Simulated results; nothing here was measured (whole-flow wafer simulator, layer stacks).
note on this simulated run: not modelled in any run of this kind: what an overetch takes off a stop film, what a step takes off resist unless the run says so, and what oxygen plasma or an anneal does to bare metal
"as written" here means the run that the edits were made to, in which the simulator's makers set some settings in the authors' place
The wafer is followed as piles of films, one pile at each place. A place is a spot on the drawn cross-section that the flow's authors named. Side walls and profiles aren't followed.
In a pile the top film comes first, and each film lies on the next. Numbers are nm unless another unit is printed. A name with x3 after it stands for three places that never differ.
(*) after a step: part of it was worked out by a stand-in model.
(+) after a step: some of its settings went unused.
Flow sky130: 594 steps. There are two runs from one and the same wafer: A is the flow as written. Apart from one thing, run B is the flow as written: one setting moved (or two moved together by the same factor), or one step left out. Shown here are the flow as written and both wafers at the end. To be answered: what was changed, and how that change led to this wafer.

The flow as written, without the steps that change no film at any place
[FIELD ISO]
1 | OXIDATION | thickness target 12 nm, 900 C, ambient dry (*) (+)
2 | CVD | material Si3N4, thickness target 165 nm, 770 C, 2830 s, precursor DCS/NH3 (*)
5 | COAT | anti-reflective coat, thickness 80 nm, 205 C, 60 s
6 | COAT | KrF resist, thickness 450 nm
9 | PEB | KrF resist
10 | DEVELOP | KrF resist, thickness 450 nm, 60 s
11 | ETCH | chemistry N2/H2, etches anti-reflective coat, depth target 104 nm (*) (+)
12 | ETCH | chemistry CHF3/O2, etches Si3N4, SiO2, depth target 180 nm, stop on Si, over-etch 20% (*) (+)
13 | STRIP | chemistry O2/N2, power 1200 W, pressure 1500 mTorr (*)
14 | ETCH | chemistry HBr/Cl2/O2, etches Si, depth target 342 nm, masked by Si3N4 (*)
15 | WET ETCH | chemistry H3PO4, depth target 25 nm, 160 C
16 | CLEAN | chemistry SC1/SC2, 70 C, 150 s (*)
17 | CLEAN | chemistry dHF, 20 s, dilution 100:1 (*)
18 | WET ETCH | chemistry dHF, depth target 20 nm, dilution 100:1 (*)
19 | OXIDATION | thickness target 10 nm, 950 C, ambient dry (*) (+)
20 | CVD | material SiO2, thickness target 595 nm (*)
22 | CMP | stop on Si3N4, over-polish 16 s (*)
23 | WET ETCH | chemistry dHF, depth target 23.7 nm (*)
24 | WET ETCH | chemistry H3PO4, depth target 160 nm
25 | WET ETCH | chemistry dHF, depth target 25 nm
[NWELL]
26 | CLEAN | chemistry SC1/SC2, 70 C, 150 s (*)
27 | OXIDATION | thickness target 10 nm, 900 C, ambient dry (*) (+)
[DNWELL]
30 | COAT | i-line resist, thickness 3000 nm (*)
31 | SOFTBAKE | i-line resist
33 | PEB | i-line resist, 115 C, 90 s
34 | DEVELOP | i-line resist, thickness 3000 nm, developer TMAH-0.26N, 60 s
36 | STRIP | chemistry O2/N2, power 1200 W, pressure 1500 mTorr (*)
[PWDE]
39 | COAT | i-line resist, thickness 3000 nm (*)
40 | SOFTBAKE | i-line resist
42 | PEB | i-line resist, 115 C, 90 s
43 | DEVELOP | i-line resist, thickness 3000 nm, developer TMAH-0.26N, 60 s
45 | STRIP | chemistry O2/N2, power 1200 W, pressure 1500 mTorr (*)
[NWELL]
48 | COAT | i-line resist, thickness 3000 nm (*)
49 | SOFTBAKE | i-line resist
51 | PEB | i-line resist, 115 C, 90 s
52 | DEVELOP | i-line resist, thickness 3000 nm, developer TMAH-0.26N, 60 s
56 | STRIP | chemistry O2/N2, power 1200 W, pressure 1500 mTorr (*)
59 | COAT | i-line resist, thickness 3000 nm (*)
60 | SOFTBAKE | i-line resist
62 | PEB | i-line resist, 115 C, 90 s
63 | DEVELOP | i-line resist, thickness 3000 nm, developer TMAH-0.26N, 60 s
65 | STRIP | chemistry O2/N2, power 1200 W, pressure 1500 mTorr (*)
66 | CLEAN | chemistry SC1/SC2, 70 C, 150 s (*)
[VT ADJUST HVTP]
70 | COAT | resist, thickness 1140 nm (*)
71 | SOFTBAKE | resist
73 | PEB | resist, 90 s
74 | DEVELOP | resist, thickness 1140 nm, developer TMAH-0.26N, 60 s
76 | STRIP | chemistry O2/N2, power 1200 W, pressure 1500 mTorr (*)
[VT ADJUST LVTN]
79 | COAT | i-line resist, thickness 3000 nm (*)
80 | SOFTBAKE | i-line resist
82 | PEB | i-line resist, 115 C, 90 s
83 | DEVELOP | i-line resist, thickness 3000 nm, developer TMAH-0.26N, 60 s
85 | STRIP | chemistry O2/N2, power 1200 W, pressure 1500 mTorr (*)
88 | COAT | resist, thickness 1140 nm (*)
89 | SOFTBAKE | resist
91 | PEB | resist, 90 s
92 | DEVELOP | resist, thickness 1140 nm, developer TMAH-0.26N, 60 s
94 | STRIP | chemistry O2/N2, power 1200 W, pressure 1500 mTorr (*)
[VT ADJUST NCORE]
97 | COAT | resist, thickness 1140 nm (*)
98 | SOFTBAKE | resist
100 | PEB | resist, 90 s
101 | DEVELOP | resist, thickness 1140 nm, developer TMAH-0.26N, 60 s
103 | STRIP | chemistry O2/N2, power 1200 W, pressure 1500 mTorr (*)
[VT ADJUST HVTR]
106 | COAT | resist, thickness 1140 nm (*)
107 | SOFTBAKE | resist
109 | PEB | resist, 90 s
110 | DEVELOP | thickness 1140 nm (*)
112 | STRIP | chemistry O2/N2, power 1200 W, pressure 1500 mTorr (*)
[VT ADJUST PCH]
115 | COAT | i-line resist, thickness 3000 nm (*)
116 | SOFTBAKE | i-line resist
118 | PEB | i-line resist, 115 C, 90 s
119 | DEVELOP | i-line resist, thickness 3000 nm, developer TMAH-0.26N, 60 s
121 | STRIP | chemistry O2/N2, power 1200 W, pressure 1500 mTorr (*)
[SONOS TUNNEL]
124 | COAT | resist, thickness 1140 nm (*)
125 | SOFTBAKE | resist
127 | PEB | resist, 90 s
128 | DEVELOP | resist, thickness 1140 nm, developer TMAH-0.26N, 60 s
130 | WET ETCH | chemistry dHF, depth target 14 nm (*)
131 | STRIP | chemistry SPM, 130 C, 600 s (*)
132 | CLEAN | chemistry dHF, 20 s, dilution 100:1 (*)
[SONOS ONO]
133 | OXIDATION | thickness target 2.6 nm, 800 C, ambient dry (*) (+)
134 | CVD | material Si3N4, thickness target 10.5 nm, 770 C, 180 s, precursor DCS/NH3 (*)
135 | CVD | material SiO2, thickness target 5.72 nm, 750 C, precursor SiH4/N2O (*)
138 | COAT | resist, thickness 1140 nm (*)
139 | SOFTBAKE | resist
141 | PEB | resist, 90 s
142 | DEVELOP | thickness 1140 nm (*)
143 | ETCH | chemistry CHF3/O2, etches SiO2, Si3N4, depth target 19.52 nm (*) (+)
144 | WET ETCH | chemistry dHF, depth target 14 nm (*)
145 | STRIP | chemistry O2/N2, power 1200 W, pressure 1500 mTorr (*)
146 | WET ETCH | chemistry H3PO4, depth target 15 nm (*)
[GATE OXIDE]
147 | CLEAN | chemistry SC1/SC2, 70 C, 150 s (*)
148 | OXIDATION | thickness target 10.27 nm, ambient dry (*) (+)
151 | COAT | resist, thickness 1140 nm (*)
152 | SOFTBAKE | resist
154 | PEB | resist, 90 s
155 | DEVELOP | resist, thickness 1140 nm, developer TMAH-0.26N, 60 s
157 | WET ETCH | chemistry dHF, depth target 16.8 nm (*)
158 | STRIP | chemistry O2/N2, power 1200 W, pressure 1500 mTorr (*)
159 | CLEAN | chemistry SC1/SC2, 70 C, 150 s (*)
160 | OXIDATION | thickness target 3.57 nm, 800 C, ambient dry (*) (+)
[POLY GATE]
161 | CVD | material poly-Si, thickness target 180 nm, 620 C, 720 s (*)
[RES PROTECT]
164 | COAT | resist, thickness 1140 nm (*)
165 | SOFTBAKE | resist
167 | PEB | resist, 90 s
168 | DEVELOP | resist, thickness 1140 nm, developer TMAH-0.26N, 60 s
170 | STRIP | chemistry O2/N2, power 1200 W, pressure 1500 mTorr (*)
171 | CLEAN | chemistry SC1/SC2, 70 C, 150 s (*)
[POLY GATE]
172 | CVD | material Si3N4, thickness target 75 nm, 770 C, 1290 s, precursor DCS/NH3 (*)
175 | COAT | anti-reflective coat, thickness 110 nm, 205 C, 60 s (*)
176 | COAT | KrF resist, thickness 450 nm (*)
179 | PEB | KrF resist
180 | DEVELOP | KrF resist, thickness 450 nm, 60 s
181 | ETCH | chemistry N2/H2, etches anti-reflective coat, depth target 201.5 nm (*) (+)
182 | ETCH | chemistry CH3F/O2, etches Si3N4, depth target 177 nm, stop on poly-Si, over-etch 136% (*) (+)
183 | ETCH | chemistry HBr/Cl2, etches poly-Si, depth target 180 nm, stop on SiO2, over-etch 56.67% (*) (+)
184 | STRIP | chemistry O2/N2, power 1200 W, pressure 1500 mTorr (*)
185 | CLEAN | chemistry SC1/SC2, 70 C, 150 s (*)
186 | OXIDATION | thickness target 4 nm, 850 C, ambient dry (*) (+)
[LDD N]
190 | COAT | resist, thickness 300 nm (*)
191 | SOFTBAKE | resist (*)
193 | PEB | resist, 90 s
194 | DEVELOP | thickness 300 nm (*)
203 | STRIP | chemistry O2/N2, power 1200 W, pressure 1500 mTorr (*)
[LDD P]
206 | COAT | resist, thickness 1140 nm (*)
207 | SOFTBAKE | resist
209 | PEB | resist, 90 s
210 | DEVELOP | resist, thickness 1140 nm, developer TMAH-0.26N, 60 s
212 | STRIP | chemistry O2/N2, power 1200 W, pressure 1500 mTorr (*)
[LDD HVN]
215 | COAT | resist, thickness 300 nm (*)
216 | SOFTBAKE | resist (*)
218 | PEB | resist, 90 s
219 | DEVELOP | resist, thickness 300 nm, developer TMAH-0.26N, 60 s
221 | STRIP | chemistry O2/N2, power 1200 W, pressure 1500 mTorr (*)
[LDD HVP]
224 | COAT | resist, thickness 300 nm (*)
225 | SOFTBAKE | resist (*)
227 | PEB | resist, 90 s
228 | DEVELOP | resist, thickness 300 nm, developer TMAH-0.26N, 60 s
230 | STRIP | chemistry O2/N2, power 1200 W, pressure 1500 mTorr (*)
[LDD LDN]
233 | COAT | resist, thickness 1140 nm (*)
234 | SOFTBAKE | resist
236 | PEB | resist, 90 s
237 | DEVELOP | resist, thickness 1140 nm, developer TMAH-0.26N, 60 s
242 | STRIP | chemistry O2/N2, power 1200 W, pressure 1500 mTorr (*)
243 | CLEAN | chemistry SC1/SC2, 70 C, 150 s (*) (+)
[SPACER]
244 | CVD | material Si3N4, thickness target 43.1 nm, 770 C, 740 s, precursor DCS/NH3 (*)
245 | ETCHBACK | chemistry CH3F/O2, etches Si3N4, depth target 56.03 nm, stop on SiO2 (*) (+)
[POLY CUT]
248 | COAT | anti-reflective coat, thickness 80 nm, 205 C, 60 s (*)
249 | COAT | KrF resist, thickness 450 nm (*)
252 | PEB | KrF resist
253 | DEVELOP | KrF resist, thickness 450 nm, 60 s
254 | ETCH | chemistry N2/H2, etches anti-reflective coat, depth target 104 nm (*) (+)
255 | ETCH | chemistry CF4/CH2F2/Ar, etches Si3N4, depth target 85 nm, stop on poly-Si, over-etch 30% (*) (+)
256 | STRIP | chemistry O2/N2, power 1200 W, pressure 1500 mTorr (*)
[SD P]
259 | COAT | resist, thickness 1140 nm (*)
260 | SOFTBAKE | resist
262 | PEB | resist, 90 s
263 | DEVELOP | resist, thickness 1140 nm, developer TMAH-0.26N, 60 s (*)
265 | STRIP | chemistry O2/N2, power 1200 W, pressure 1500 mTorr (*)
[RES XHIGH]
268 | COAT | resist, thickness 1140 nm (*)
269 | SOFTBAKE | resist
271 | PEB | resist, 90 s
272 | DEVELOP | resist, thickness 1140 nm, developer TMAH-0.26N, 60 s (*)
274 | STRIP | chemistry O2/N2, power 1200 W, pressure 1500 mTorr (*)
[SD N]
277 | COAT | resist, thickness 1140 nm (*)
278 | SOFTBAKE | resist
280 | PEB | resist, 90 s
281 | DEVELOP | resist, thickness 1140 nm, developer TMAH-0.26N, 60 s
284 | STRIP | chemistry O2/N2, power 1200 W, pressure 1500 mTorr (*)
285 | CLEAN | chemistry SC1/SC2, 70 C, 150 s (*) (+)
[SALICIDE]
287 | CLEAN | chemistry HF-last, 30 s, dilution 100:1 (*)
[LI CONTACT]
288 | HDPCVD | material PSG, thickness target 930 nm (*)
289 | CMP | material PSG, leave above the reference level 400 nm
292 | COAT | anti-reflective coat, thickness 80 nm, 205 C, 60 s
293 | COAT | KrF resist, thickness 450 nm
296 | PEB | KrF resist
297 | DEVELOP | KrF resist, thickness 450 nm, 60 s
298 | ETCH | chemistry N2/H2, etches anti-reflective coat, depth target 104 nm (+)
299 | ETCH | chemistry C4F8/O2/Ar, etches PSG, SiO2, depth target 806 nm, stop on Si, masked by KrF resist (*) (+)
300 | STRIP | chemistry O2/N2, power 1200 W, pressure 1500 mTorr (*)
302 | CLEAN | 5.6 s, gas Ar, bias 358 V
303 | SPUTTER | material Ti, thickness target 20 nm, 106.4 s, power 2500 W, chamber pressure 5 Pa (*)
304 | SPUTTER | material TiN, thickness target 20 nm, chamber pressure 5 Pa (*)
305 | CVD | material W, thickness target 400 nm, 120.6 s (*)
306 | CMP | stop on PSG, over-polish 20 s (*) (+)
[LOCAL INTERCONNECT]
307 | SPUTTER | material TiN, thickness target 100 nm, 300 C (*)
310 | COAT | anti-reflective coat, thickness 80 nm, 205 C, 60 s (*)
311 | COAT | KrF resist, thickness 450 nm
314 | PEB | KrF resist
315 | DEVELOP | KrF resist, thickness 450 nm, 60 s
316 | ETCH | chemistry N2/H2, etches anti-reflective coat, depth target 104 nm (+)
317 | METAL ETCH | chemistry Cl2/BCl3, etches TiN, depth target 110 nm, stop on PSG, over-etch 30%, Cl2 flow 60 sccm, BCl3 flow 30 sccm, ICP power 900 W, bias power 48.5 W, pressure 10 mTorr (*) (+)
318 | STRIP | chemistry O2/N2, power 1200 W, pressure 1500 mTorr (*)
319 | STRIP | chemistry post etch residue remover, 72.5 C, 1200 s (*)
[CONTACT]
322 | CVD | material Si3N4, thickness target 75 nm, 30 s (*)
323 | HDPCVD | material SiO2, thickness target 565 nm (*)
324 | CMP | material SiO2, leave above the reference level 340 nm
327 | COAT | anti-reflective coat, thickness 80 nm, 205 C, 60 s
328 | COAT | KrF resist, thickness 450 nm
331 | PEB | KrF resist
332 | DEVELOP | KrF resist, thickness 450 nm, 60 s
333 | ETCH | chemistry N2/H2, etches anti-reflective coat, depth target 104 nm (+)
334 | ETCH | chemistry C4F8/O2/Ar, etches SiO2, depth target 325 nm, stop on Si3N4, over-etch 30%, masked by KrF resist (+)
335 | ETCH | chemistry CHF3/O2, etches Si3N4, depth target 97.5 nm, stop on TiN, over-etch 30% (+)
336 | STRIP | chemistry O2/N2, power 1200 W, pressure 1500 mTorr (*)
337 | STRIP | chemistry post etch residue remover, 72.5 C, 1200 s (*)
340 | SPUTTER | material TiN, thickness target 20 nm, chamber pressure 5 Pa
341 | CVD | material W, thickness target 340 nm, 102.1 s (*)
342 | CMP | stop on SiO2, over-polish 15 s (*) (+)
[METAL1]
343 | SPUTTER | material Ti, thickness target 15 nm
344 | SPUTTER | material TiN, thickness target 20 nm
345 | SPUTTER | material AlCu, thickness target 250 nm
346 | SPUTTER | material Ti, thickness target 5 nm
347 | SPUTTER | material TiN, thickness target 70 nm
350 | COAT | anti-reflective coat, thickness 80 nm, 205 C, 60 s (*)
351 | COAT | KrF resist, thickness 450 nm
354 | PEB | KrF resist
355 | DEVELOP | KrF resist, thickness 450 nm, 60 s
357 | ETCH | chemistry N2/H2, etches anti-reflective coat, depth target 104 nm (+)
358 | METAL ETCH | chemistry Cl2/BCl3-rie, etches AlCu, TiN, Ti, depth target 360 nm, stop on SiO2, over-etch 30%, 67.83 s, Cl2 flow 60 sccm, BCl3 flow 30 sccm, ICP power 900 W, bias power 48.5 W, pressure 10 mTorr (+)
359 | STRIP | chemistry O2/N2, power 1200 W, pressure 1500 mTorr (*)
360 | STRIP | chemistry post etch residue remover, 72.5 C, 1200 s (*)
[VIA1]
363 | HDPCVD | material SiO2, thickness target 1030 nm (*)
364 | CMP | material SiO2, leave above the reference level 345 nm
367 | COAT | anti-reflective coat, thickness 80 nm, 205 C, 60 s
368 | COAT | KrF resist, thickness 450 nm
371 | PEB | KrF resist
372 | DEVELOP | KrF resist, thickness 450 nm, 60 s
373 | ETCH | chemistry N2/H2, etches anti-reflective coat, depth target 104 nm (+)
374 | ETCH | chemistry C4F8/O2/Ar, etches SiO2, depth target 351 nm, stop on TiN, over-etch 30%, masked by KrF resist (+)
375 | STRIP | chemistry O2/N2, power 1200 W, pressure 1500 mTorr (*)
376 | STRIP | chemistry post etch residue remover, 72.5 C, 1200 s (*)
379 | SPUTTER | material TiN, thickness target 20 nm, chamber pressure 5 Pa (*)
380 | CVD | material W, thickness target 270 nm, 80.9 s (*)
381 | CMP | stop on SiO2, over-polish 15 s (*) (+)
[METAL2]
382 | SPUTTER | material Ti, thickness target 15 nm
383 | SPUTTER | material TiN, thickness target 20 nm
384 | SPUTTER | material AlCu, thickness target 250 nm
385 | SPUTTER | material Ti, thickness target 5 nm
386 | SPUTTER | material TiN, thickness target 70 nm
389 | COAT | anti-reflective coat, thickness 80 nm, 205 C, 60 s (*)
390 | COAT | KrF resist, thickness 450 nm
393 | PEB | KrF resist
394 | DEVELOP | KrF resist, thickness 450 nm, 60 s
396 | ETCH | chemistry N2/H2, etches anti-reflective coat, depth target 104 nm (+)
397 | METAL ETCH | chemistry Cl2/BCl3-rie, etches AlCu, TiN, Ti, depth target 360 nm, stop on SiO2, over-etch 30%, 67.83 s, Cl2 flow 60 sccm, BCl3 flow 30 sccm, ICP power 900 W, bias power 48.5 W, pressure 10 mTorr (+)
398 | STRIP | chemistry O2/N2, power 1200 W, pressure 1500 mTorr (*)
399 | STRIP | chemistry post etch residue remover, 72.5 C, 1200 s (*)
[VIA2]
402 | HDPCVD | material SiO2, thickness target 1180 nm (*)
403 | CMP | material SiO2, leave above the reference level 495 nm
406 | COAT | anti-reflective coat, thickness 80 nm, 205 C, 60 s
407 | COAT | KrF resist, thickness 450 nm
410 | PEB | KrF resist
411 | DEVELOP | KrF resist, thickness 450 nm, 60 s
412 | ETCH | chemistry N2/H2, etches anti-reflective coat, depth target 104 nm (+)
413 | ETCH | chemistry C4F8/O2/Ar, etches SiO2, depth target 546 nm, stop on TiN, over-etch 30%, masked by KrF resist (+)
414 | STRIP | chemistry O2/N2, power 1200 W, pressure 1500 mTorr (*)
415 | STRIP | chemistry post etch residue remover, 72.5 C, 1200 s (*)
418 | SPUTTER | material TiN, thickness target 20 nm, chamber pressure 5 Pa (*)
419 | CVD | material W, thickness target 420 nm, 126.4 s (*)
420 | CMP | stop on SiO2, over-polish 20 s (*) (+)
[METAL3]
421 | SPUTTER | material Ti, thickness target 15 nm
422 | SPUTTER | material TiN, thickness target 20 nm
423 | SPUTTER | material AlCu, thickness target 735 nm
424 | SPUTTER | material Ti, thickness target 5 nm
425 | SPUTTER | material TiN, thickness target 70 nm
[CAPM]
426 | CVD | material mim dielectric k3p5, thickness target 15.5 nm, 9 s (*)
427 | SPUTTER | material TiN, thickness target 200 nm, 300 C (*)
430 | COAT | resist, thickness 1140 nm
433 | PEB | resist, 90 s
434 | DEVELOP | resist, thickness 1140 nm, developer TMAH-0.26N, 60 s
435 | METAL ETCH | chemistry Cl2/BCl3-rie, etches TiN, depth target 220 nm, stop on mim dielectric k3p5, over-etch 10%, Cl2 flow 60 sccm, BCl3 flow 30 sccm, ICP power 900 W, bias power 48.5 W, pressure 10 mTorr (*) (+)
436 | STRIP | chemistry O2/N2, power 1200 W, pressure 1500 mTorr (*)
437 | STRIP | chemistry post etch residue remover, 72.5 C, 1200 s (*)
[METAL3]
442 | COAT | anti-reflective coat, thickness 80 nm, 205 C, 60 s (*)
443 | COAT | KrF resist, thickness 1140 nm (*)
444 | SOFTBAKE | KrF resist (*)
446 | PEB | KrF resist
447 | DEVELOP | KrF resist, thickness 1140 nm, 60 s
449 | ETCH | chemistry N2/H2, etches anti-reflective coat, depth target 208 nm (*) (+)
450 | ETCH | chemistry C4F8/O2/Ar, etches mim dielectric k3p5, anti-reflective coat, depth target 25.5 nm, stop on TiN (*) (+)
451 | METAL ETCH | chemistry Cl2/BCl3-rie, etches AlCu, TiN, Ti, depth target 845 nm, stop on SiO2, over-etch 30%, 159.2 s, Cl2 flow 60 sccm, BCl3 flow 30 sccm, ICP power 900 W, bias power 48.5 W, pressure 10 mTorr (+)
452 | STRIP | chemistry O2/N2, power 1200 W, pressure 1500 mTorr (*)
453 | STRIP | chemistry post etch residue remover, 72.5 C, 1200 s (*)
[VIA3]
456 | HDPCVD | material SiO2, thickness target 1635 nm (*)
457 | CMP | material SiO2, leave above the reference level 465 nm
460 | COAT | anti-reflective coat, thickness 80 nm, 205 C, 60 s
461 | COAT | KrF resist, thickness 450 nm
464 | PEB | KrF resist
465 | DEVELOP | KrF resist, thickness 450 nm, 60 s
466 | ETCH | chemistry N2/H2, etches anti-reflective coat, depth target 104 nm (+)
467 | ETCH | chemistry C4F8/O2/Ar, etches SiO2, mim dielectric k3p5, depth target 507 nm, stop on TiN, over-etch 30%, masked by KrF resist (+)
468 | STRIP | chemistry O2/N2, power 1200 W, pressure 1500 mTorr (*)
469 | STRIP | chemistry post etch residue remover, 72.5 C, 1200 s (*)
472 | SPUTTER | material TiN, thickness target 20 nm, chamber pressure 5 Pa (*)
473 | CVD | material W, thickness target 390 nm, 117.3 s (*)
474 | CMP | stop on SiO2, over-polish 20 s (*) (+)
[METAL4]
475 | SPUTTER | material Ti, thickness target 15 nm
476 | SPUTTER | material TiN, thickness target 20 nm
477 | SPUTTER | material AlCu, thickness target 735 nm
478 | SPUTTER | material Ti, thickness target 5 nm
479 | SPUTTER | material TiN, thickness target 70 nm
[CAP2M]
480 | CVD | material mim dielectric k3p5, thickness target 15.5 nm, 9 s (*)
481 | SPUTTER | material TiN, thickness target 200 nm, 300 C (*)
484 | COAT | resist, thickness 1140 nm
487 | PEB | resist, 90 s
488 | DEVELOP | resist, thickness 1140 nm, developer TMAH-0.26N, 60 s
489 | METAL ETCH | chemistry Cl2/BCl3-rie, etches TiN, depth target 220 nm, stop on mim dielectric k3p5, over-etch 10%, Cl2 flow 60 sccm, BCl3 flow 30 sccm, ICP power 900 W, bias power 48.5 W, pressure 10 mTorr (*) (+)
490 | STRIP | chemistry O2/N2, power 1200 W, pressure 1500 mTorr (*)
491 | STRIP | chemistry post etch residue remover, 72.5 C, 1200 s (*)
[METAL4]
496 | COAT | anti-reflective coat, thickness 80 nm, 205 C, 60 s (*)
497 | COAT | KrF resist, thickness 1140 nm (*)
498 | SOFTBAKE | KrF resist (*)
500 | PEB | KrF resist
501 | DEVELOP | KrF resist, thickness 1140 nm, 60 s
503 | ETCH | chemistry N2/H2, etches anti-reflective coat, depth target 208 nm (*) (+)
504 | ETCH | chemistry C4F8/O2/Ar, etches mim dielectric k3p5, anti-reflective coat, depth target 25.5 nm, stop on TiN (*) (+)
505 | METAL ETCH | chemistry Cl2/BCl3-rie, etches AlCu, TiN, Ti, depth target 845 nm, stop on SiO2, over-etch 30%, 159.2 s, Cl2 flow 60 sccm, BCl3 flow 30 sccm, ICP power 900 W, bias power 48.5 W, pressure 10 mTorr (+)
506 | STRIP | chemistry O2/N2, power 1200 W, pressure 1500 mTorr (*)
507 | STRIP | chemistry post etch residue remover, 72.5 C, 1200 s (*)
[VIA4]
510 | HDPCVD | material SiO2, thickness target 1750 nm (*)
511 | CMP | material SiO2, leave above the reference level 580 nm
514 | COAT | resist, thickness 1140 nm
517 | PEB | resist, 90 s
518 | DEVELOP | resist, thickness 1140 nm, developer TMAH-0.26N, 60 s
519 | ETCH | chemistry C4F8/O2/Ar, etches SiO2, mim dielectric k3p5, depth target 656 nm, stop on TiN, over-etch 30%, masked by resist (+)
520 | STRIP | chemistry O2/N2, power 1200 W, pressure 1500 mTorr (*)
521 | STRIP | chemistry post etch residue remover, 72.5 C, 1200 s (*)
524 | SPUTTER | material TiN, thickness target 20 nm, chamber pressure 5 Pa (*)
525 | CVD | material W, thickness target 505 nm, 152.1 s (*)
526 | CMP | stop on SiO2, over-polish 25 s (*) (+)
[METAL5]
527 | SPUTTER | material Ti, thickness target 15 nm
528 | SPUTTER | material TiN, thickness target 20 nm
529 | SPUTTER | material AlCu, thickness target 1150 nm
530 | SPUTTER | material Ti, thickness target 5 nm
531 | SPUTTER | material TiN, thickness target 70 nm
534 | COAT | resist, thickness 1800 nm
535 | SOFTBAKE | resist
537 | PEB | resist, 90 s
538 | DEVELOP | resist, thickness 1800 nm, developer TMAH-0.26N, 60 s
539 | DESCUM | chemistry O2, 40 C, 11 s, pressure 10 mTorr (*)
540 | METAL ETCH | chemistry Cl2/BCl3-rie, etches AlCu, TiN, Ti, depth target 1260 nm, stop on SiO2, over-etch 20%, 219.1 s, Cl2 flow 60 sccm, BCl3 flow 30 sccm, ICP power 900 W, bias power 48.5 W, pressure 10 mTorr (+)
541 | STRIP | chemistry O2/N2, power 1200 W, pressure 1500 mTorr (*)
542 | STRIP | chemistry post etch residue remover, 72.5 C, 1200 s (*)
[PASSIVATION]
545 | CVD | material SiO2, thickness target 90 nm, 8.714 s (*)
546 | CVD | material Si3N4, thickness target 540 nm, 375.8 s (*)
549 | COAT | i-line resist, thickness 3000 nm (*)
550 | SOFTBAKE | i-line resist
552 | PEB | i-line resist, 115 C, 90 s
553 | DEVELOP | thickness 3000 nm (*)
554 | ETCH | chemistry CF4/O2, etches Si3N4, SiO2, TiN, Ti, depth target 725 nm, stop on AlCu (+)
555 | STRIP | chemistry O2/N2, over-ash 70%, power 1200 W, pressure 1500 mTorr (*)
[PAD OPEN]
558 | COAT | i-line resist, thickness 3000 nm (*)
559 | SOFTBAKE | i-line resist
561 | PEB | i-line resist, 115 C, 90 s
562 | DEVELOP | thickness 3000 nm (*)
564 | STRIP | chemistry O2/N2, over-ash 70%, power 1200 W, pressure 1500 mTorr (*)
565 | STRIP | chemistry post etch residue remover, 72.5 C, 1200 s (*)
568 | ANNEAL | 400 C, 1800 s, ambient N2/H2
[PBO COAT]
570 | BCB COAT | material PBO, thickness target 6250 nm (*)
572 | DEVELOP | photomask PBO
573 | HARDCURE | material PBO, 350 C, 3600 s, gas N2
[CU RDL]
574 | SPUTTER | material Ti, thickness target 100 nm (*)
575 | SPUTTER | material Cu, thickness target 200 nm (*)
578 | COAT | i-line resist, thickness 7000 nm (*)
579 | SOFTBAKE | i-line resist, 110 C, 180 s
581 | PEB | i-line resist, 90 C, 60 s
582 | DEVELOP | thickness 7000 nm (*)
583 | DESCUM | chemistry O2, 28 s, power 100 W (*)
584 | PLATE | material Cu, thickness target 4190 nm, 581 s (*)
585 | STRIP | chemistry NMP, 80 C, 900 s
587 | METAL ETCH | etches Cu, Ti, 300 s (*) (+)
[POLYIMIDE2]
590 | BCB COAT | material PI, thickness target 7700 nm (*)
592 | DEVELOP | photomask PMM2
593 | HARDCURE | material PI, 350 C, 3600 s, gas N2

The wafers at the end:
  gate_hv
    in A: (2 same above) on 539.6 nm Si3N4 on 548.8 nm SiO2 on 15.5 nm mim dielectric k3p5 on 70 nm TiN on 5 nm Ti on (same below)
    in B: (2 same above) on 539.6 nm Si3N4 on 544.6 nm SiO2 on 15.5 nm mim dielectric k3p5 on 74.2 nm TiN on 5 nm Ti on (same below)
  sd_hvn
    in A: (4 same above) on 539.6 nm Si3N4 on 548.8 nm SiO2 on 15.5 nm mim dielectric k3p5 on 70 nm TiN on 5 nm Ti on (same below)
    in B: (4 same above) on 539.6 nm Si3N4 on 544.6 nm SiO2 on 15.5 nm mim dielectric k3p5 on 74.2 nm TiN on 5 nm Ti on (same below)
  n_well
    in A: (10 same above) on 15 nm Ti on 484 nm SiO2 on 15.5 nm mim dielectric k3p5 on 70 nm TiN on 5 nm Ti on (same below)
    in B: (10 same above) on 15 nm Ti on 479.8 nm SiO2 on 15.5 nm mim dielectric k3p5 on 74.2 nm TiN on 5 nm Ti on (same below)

The reason: step 479, SPUTTER: thickness target 74.2 nm was run, whereas the flow has thickness target 70 nm.
The wafer itself shows it: gate_hv has TiN 74.2, and step 479 as written asks for 70 nm.

How this came from the change, step by step:
  479 | SPUTTER | material TiN, thickness target 70 nm
      field, active, n_well and 189 more: A +70 TiN (new film) | B +74.2 TiN (new film)
  505 | METAL ETCH | chemistry Cl2/BCl3-rie, etches AlCu, TiN, Ti, depth target 845 nm, stop on SiO2, over-etch 30%, 159.2 s, Cl2 flow 60 sccm, BCl3 flow 30 sccm, ICP power 900 W, bias power 48.5 W, pressure 10 mTorr (+)
      field, active, gate and 70 more: A -70 TiN (all of it), -5 Ti (all of it), -735 AlCu (all of it), -20 TiN (all of it), -15 Ti (all of it), -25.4 SiO2 | B -74.2 TiN (all of it), -5 Ti (all of it), -735 AlCu (all of it), -20 TiN (all of it), -15 Ti (all of it), -24.9 SiO2
      vpp_iso1, mim_edge_plate, m1_ln and 12 more: A -70 TiN (all of it), -5 Ti (all of it), -735 AlCu (all of it), -20 TiN (all of it), -15 Ti (all of it), -25.3 SiO2 | B -74.2 TiN (all of it), -5 Ti (all of it), -735 AlCu (all of it), -20 TiN (all of it), -15 Ti (all of it), -24.9 SiO2
